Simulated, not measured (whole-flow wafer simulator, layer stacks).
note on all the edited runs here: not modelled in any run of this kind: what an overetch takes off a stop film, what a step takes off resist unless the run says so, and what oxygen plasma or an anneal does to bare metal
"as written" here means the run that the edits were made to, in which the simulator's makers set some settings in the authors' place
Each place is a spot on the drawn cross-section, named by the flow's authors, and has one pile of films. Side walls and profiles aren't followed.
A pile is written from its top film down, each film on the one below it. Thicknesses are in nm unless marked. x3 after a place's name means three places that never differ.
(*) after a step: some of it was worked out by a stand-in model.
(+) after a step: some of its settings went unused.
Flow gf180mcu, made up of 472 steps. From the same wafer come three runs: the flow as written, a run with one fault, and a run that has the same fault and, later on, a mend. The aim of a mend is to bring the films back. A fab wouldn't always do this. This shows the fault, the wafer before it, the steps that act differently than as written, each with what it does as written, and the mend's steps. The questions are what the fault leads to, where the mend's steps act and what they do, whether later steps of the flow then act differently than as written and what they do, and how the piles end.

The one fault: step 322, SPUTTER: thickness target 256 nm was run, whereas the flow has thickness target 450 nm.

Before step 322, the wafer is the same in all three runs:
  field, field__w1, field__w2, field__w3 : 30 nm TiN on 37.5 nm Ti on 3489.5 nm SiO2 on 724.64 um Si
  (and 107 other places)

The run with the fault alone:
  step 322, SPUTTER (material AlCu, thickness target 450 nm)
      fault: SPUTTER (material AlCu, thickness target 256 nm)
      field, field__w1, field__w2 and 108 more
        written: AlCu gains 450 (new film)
        fault: AlCu gains 256 (new film)
  Steps further on in the flow that do not act as written:
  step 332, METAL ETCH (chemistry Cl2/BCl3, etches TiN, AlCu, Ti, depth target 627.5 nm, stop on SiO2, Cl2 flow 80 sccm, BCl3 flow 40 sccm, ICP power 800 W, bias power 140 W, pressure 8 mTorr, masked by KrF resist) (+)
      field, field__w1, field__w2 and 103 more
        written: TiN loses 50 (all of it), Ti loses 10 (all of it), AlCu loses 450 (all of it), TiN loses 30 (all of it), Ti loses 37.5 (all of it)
        fault: TiN loses 50 (all of it), Ti loses 10 (all of it), AlCu loses 256 (all of it), TiN loses 30 (all of it), Ti loses 37.5 (all of it)
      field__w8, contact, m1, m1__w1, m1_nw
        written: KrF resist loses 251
        fault: KrF resist loses 230.1
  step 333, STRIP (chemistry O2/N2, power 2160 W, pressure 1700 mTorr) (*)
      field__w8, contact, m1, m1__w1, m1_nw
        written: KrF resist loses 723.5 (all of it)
        fault: KrF resist loses 744.4 (all of it)
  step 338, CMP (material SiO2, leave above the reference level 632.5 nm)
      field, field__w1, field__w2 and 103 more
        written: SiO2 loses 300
        fault: SiO2 loses 494
  The piles end different from the flow's at field, field__w1, field__w2 and 109 more by more than 2% or 0.5 nm, whichever is larger.
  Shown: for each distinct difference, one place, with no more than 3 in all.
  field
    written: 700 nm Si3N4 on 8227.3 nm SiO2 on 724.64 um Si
    fault: 700 nm Si3N4 on 8033.3 nm SiO2 on 724.64 um Si
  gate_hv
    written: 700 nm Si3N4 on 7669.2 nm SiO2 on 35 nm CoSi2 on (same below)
    fault: 700 nm Si3N4 on 7475.2 nm SiO2 on 35 nm CoSi2 on (same below)
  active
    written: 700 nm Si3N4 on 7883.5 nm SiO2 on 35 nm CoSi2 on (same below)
    fault: 700 nm Si3N4 on 7689.5 nm SiO2 on 35 nm CoSi2 on (same below)

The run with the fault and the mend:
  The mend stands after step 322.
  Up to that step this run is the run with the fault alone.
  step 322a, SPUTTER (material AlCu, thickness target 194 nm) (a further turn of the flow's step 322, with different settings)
      field, field__w1, field__w2 and 108 more
        AlCu gains 194
  Every later step of the flow that is run acts as written at every place that is followed.
  The piles end the same as the flow's at every place that both follow.
